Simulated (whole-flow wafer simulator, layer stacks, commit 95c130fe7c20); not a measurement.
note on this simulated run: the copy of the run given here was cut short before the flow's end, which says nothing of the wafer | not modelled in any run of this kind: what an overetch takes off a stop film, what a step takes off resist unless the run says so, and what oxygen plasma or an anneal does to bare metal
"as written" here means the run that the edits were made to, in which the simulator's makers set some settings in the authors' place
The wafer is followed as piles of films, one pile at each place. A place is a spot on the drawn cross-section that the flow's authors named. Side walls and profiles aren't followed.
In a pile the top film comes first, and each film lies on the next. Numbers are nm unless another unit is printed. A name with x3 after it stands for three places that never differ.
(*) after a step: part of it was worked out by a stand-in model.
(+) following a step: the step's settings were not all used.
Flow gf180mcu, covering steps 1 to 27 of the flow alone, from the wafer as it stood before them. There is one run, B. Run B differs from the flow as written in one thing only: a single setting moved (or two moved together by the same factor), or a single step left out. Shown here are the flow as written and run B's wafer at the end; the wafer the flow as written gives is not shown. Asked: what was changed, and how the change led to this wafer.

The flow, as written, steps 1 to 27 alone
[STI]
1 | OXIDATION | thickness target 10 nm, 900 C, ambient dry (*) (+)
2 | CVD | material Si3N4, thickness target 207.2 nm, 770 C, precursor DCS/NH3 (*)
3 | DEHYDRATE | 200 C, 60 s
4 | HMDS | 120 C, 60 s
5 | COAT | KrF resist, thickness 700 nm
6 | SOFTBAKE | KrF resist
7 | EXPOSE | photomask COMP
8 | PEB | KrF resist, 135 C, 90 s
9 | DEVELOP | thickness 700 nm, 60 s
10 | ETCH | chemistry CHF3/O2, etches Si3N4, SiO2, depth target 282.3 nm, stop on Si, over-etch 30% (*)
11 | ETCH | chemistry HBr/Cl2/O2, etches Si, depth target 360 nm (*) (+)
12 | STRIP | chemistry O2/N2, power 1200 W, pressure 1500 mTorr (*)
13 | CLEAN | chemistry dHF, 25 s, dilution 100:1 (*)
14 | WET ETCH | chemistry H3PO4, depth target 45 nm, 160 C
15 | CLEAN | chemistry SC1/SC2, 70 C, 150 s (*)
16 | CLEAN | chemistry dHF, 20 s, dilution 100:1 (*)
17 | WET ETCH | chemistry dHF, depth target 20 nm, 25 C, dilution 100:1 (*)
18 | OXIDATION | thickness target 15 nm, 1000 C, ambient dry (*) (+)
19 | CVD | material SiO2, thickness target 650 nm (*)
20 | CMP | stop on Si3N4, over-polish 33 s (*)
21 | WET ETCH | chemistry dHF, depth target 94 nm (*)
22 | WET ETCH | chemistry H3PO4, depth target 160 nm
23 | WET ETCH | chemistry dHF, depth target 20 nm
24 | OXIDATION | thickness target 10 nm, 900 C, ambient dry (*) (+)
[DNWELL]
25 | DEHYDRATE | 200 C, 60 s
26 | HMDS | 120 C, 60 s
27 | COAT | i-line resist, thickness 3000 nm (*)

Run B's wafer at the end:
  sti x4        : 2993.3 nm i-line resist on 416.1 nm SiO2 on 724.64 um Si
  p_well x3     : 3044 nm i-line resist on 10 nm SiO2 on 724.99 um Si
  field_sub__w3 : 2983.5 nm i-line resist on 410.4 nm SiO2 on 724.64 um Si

Cause: step 23, WET ETCH: depth target 12.2 nm was run, while the flow as written has depth target 20 nm.

Step by step, how the change led to this:
  23 | WET ETCH | chemistry dHF, depth target 20 nm
      field, field_sub, sti x4 and 31 more: SiO2 loses 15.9 (in the flow as written it would be: SiO2 loses 26)
